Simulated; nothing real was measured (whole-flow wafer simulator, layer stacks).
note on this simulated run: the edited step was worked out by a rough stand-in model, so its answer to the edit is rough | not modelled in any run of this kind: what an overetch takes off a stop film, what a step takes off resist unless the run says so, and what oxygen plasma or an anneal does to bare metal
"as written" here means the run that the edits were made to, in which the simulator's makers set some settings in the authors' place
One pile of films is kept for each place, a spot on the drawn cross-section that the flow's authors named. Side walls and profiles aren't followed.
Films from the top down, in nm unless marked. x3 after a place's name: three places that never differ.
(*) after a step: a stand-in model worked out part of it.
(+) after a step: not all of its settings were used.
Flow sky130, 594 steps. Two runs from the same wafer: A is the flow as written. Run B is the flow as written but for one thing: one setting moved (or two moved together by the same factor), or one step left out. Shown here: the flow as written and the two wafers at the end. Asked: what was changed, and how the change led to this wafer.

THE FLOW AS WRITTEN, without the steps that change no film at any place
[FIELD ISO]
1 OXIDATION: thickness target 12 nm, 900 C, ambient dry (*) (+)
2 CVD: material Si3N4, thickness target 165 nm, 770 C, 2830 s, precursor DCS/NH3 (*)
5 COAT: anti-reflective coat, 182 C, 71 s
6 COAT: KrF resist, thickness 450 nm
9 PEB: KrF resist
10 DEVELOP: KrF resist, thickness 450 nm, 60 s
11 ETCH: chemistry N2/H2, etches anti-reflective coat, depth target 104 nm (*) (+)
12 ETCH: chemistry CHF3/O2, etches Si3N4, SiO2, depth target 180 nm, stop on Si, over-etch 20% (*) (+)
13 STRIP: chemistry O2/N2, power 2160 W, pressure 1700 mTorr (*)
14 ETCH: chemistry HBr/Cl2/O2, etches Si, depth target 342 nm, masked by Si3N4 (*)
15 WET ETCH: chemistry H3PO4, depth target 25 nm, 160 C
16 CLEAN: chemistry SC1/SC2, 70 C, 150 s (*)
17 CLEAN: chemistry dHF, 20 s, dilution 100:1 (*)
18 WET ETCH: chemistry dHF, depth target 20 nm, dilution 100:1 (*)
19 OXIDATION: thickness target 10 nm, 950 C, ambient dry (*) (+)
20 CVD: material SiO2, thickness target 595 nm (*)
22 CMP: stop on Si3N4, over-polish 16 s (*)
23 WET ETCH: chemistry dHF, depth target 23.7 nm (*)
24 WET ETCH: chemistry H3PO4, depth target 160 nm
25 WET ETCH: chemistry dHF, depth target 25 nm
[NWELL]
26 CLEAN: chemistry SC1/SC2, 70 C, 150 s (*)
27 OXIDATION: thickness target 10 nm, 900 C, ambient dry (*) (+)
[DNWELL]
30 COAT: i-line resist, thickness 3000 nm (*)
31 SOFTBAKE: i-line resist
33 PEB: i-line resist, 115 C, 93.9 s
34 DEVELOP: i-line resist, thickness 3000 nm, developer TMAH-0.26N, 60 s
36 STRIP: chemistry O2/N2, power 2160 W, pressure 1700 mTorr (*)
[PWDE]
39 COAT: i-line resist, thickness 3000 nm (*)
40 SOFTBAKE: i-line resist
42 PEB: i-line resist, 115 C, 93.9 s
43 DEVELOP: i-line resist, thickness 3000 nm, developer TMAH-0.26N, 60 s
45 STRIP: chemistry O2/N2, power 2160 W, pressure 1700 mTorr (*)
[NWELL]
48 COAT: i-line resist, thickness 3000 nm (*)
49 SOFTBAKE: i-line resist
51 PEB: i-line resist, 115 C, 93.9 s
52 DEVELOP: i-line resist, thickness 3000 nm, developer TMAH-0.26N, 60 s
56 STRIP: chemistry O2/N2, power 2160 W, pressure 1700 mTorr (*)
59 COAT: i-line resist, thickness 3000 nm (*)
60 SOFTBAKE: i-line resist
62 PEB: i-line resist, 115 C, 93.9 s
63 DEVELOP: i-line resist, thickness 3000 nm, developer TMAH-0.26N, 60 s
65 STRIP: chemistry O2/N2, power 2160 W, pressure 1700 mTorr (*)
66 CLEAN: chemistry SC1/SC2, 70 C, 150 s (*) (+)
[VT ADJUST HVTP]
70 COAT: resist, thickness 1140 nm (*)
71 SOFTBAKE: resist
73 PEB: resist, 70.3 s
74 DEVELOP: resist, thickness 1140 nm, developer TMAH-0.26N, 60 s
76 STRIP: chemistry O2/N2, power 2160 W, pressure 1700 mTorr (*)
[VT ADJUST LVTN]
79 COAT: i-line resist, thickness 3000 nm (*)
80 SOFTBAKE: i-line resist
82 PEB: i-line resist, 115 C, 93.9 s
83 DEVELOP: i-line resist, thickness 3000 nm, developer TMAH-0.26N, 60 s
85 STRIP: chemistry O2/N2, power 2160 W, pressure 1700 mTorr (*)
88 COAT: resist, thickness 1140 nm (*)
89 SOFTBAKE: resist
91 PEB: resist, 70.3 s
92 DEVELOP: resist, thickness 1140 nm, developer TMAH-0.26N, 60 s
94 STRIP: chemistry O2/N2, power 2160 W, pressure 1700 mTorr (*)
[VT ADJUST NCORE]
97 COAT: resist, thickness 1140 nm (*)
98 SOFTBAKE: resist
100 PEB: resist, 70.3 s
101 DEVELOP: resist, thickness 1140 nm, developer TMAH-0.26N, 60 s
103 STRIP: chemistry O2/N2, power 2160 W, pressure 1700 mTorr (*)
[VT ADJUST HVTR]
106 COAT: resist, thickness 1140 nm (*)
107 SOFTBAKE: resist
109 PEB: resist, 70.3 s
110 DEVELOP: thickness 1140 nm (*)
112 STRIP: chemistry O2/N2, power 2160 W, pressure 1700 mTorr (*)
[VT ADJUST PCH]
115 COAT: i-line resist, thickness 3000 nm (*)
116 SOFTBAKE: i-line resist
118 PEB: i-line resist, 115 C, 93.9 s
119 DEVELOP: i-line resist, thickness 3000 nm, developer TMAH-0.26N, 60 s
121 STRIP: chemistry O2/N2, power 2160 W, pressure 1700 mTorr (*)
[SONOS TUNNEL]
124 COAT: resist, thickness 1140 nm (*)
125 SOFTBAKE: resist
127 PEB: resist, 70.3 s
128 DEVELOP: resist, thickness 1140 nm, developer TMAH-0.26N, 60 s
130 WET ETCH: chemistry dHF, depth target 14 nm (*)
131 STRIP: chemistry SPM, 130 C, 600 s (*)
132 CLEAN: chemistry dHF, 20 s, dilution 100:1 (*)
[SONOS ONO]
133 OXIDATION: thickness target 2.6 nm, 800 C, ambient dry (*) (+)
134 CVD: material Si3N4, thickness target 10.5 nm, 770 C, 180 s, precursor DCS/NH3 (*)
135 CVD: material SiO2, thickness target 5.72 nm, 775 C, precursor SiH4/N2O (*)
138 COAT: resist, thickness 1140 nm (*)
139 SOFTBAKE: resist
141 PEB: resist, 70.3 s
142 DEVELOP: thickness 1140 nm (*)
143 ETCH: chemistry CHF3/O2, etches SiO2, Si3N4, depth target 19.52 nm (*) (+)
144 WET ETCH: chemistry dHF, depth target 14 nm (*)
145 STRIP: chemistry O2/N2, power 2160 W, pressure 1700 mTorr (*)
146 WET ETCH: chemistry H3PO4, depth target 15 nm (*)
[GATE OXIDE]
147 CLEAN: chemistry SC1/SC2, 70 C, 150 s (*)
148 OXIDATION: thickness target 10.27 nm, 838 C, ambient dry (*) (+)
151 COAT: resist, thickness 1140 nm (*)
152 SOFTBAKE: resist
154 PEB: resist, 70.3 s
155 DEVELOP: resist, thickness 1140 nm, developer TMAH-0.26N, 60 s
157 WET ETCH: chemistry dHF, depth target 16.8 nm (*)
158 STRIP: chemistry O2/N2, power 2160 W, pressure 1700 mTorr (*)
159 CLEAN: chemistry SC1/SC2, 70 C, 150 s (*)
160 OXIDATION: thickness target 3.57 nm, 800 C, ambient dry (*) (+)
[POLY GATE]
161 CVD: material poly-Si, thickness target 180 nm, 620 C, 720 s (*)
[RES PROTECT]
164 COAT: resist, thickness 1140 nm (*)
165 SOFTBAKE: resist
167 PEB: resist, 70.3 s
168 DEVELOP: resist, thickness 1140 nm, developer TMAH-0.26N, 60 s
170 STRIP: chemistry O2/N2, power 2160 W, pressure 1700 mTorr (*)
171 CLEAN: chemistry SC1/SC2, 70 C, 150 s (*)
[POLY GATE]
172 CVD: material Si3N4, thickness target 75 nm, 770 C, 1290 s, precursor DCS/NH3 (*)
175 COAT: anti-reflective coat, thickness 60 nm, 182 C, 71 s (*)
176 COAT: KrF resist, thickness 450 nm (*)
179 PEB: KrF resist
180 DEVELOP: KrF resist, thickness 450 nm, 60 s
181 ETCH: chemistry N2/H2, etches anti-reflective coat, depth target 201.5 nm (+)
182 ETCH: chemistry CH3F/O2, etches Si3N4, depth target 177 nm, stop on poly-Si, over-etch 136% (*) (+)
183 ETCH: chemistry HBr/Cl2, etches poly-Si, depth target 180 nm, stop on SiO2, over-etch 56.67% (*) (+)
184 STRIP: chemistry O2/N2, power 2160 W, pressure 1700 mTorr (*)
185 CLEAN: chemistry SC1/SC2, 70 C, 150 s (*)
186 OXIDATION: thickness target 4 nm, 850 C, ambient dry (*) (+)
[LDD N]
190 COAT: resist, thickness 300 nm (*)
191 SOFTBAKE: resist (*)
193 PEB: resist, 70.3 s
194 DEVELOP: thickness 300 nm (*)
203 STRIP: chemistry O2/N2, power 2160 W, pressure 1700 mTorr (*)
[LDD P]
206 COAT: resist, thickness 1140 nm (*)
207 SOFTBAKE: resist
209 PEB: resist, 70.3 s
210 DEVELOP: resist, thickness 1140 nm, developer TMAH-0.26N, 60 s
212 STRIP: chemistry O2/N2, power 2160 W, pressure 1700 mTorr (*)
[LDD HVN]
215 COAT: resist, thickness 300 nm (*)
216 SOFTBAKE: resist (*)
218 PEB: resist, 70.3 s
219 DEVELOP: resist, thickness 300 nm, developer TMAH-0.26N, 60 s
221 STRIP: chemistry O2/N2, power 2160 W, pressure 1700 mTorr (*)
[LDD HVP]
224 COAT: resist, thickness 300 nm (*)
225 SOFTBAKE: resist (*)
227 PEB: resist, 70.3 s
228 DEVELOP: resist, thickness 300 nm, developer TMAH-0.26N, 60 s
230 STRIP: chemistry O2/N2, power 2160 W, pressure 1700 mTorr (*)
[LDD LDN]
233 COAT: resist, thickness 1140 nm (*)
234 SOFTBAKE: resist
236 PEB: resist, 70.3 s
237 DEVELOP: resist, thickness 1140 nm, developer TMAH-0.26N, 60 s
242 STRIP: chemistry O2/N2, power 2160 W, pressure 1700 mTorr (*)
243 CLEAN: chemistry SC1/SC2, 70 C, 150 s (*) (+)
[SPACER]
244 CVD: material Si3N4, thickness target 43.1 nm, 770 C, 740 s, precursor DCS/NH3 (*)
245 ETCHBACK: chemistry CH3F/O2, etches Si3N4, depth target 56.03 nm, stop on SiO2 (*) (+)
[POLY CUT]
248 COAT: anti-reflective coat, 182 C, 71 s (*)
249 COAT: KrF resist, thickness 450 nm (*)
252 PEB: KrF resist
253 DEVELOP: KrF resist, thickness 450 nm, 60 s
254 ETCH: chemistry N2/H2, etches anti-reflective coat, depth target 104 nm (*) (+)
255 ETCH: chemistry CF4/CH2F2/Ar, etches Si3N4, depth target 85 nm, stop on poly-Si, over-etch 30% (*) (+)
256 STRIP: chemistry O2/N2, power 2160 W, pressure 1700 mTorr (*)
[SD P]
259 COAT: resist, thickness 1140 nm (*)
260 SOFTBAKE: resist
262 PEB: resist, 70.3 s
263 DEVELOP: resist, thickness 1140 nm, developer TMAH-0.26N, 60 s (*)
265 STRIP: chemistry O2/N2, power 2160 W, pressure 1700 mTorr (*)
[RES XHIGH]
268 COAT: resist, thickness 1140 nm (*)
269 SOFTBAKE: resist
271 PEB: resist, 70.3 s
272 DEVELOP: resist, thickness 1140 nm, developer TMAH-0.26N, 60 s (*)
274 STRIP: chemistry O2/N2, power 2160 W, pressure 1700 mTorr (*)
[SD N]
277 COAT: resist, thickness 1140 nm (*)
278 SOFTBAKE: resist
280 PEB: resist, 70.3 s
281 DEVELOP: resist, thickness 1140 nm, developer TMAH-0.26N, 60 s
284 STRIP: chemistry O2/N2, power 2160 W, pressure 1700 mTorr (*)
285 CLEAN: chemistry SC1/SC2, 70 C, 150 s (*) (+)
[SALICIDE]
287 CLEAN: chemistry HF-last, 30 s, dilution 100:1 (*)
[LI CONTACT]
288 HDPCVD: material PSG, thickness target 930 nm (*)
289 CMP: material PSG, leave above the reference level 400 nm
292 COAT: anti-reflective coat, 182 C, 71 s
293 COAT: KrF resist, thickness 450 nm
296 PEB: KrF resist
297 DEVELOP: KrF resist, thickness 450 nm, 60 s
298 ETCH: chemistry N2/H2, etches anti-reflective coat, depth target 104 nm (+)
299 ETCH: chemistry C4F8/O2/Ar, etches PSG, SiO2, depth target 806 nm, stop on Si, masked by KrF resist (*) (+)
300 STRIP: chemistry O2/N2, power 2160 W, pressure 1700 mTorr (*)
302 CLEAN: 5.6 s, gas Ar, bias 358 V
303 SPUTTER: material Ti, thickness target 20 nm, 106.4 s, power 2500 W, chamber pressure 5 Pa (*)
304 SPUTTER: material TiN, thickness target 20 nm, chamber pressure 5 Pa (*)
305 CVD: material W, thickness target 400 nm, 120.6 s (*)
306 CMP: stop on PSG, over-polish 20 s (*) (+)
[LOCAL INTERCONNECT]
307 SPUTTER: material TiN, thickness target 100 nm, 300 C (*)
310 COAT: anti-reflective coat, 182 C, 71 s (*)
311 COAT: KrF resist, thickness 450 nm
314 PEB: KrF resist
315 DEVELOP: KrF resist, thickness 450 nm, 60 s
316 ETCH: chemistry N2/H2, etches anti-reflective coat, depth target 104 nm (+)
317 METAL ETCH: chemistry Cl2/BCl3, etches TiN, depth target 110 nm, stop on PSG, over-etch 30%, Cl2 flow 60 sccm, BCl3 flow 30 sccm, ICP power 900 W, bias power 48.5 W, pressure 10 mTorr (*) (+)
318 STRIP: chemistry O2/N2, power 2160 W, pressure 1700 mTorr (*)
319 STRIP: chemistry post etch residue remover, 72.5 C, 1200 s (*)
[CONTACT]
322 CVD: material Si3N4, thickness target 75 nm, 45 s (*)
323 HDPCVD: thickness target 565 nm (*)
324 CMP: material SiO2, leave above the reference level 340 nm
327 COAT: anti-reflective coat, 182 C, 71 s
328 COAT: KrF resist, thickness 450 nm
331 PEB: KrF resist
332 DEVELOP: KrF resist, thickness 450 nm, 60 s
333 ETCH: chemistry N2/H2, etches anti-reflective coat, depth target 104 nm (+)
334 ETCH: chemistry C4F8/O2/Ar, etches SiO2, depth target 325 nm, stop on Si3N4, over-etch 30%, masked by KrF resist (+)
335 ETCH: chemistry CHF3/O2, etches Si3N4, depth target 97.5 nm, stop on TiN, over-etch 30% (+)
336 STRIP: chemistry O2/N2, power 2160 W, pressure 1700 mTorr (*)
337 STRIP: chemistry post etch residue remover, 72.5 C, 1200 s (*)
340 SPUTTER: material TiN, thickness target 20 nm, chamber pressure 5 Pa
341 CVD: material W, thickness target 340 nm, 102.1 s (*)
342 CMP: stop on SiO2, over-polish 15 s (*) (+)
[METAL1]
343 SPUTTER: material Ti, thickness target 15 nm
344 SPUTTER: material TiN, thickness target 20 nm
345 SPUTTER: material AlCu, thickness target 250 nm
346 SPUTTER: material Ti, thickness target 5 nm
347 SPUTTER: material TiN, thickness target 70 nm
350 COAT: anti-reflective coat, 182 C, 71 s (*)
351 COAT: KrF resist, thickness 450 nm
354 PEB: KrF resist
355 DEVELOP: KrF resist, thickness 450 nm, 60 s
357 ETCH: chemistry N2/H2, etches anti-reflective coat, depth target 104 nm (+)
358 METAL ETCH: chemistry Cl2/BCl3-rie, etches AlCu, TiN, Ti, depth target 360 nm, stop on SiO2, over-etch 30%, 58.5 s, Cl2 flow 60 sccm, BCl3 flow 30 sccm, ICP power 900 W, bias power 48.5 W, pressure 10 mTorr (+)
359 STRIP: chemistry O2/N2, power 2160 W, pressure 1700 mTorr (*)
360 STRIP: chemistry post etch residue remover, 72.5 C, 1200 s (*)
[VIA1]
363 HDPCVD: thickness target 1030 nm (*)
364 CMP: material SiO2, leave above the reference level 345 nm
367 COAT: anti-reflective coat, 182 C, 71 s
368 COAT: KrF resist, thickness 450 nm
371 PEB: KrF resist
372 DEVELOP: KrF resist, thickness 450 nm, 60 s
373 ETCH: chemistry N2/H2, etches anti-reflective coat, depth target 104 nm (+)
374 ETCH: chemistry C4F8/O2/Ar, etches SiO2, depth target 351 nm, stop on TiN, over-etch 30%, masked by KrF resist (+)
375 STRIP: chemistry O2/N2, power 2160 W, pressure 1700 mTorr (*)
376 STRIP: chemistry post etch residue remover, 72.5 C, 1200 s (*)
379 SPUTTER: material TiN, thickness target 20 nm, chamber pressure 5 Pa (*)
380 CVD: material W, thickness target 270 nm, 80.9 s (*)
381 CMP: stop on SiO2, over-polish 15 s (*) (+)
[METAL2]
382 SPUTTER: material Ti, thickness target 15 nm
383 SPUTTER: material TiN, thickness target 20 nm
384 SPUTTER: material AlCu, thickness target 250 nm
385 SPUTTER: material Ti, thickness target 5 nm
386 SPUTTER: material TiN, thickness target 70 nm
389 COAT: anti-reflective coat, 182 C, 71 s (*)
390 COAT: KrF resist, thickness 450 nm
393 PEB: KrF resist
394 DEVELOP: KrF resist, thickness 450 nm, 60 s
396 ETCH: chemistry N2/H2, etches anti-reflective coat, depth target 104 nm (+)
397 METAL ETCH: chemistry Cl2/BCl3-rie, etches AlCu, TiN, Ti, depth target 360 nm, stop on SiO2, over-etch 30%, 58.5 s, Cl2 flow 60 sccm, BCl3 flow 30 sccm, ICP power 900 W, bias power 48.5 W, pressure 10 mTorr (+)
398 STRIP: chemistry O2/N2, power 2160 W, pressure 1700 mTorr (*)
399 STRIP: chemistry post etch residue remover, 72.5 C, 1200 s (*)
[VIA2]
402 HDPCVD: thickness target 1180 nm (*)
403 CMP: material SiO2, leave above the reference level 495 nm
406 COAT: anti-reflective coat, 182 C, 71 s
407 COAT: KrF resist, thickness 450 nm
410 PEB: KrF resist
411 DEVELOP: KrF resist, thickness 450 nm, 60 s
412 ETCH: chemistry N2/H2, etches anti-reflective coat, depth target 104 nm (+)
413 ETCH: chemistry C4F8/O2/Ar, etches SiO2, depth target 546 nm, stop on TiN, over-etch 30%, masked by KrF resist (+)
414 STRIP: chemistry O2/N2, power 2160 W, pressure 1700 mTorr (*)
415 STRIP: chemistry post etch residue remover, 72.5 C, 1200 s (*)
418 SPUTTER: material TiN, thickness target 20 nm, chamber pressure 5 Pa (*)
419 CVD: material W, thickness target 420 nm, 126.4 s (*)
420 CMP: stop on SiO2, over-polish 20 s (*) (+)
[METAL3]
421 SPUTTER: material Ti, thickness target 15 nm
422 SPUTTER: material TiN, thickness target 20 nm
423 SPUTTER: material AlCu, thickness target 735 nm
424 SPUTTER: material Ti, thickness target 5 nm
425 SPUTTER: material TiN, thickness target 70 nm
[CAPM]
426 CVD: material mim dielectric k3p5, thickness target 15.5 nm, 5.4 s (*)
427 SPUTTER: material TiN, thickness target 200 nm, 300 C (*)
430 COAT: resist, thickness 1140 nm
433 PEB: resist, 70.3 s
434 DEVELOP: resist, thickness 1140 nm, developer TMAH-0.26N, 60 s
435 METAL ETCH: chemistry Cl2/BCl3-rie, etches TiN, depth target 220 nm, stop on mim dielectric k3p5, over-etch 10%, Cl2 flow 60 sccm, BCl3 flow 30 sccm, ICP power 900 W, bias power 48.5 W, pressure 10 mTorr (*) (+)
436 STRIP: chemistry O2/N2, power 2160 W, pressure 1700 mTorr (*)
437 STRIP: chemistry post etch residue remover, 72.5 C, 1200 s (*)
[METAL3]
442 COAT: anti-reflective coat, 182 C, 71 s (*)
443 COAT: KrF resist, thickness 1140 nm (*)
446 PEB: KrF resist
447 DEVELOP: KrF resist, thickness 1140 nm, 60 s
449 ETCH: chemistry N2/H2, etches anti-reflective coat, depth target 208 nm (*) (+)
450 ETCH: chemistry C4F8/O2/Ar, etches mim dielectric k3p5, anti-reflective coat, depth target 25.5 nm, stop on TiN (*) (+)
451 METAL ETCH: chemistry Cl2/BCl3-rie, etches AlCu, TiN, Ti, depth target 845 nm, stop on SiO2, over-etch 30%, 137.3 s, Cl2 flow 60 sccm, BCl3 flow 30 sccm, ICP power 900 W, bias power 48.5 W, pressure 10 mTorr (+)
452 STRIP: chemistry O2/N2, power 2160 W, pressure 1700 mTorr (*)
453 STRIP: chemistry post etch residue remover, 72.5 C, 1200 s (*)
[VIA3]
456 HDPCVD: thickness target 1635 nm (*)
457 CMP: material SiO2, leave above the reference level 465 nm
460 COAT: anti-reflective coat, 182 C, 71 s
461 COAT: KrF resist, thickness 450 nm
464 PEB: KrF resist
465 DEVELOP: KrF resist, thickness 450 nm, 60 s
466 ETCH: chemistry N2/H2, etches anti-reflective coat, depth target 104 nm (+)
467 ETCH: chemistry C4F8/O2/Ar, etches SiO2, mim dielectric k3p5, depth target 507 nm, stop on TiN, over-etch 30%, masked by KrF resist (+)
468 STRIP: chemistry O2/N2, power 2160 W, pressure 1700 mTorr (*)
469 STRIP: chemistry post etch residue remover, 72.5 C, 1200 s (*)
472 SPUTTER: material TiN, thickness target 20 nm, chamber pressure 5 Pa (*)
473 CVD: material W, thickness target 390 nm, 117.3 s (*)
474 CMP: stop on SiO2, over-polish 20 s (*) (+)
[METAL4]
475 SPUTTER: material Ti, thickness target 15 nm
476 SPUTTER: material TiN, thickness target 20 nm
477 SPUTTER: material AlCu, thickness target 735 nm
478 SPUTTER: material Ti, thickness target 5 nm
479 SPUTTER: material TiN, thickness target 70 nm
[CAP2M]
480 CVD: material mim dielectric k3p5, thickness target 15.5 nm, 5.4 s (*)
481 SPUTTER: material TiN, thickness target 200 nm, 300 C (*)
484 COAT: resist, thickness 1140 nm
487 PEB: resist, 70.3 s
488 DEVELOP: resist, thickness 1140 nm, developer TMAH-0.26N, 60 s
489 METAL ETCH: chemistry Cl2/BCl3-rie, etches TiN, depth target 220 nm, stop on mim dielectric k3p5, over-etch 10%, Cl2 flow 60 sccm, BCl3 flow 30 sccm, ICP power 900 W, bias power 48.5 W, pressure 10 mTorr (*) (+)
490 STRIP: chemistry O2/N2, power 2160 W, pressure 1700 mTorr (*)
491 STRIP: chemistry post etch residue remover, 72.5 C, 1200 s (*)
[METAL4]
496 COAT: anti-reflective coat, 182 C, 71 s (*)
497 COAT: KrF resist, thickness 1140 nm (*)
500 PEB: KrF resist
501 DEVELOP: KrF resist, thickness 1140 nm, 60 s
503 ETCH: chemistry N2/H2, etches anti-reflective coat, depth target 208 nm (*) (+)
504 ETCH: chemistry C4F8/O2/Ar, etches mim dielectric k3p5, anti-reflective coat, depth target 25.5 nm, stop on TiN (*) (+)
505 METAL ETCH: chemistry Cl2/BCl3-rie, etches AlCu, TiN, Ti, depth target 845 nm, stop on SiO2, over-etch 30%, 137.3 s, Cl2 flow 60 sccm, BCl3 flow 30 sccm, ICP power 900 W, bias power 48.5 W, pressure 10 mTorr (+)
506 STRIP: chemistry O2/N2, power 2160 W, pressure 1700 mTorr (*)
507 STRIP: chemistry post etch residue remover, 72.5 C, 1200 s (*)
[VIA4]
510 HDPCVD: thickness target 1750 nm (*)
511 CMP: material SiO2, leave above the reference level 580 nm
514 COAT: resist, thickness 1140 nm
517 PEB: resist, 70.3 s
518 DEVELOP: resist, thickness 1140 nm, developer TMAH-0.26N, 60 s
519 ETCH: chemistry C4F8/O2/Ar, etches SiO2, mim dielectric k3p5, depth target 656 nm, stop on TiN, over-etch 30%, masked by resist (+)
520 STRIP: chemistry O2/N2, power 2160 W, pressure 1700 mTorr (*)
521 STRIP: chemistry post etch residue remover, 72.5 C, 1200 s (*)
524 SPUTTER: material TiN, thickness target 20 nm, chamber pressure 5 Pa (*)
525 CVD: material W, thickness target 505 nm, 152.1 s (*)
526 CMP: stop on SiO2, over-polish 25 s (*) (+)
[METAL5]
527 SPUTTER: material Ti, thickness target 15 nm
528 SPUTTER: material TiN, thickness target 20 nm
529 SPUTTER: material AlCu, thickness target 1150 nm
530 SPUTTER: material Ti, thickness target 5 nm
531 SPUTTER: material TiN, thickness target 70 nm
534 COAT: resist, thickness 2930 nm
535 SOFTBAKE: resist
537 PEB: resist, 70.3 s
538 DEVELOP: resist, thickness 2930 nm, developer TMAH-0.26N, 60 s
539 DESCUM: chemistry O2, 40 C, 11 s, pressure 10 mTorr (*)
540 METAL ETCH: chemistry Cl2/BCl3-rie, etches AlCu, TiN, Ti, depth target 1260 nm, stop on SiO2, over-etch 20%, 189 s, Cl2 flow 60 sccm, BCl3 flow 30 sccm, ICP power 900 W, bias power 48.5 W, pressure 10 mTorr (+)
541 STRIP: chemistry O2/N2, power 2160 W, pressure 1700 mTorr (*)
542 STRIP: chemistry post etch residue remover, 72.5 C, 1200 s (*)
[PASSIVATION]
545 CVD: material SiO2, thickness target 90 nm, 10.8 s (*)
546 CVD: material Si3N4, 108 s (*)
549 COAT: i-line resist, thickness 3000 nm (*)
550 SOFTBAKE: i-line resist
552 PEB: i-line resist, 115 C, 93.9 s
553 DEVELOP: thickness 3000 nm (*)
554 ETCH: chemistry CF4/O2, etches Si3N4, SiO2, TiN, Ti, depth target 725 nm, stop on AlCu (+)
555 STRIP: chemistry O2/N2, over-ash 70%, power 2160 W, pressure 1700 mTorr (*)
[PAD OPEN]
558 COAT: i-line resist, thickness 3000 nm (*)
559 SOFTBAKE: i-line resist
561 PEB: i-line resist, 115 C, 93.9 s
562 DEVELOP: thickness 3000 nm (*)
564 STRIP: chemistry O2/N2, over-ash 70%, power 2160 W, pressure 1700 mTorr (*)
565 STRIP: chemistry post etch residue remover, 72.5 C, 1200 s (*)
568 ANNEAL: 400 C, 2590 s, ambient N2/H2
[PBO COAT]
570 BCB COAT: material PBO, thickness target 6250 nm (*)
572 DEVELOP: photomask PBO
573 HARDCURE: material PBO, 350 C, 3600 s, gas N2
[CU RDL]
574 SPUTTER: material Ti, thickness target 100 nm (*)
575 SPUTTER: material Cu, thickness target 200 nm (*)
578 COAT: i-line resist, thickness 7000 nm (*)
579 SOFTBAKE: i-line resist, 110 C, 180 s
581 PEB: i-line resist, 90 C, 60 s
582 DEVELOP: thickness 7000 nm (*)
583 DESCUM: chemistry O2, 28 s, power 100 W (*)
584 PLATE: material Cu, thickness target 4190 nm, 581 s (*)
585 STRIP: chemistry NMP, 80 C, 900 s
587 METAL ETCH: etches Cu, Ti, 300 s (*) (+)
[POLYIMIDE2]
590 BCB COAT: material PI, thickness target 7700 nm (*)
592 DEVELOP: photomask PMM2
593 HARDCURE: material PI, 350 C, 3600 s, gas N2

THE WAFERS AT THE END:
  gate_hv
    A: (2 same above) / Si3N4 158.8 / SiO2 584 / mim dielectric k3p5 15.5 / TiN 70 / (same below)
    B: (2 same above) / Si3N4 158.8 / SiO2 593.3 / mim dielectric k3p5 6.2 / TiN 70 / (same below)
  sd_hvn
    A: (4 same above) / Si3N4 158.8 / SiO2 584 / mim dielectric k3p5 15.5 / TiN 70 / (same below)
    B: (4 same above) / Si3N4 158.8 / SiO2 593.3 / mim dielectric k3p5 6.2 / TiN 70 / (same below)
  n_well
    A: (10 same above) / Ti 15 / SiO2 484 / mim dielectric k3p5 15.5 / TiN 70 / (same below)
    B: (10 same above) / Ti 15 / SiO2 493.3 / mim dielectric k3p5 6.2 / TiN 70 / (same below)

The cause: step 480, CVD: thickness target 6.2 nm was run, where the flow has thickness target 15.5 nm; step 480, CVD: 2.16 s was run, where the flow has 5.4 s.
It can be read off the wafer: gate_hv has mim dielectric k3p5 6.2, and step 480 as written asks for 15.5 nm.

How the change led to this, step by step:
  480 CVD: material mim dielectric k3p5, thickness target 15.5 nm, 5.4 s (*)
      field, active, n_well and 189 more: A mim dielectric k3p5 +15.5 (new film) | B mim dielectric k3p5 +6.2 (new film)
  504 ETCH: chemistry C4F8/O2/Ar, etches mim dielectric k3p5, anti-reflective coat, depth target 25.5 nm, stop on TiN (*) (+)
      n_well, p_well, gate_hv and 102 more: A KrF resist -15.5 | B KrF resist -6.2
      field, active, gate and 85 more: A mim dielectric k3p5 -15.5 (all of it) | B mim dielectric k3p5 -6.2 (all of it)
  506 STRIP: chemistry O2/N2, power 2160 W, pressure 1700 mTorr (*)
      iso_guard__w2: A KrF resist -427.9 (all of it), anti-reflective coat -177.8 (all of it) | B KrF resist -437.1 (all of it), anti-reflective coat -177.8 (all of it)
      mim2: A KrF resist -372.1 (all of it), anti-reflective coat -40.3 (all of it) | B KrF resist -381.3 (all of it), anti-reflective coat -40.3 (all of it)
  519 ETCH: chemistry C4F8/O2/Ar, etches SiO2, mim dielectric k3p5, depth target 656 nm, stop on TiN, over-etch 30%, masked by resist (+)
      m1: A SiO2 -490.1 (all of it), mim dielectric k3p5 -15.5 (all of it) | B SiO2 -499.4 (all of it), mim dielectric k3p5 -6.2 (all of it)
      via4_hole: A SiO2 -489.5 (all of it), mim dielectric k3p5 -15.5 (all of it) | B SiO2 -498.8 (all of it), mim dielectric k3p5 -6.2 (all of it)
